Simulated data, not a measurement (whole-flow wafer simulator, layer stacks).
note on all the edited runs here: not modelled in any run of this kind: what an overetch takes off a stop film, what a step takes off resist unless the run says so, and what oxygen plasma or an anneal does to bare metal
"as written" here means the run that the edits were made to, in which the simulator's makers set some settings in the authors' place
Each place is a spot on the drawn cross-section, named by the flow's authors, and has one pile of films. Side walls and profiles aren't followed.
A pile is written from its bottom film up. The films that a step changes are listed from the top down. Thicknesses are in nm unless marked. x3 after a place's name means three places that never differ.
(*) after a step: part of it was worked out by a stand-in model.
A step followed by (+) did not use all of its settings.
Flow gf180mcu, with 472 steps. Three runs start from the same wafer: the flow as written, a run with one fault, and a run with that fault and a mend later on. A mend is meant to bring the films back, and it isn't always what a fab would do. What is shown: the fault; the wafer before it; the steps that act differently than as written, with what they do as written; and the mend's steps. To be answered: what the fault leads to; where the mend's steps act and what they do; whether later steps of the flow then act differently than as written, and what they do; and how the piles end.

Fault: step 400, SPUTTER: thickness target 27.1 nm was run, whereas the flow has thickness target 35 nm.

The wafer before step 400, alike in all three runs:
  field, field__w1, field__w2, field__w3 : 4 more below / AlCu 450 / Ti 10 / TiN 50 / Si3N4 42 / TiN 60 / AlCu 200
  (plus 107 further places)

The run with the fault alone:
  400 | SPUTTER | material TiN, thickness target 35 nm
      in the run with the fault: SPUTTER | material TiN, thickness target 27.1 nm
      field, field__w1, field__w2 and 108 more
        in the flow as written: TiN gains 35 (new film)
        in the run with the fault: TiN gains 27.1 (new film)
  Steps further on in the flow that do not act as written (9 more steps, not shown, differ only slightly: by at most 2% or 0.5 nm, whichever is larger):
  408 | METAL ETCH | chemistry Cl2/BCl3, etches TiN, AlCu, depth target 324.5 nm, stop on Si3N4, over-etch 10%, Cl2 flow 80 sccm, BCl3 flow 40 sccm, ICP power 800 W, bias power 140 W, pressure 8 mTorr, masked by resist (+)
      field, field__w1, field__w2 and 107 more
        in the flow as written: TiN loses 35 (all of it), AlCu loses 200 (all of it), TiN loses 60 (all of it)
        in the run with the fault: TiN loses 27.1 (all of it), AlCu loses 200 (all of it), TiN loses 60 (all of it)
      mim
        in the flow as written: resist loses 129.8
        in the run with the fault: resist loses 126.3
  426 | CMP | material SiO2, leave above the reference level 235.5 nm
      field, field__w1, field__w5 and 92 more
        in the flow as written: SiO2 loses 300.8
        in the run with the fault: SiO2 loses 308.7
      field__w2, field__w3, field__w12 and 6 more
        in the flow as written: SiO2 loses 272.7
        in the run with the fault: SiO2 loses 280.6
  The piles end different from the flow's at mim by more than 2% or 0.5 nm, whichever is larger.
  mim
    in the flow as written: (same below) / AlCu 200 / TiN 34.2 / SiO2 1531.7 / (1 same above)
    in the run with the fault: (same below) / AlCu 200 / TiN 26.3 / SiO2 1531.7 / (1 same above)

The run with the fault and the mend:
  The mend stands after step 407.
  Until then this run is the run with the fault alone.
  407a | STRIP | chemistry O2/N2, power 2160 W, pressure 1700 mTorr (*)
      mim
        resist loses 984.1 (all of it)
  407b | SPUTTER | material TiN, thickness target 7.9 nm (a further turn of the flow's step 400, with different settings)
      field, field__w1, field__w2 and 108 more
        TiN gains 7.9
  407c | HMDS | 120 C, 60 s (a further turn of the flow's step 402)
      alters no film at any place that is followed
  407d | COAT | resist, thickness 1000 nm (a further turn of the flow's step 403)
      field, field__w1, field__w2 and 108 more
        resist gains 1000 (new film)
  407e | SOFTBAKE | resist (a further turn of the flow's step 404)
      alters no film at any place that is followed
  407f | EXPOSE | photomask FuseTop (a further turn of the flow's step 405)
      alters no film at any place that is followed
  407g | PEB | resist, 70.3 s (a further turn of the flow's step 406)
      field, field__w1, field__w2 and 108 more
        resist loses 15.9
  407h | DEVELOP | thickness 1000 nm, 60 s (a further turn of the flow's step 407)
      field, field__w1, field__w2 and 107 more
        resist loses 984.1 (all of it)
  None of the later steps of the flow acts differently than as written at any place that is followed.
  The piles end the same as the flow's at every place that both follow.
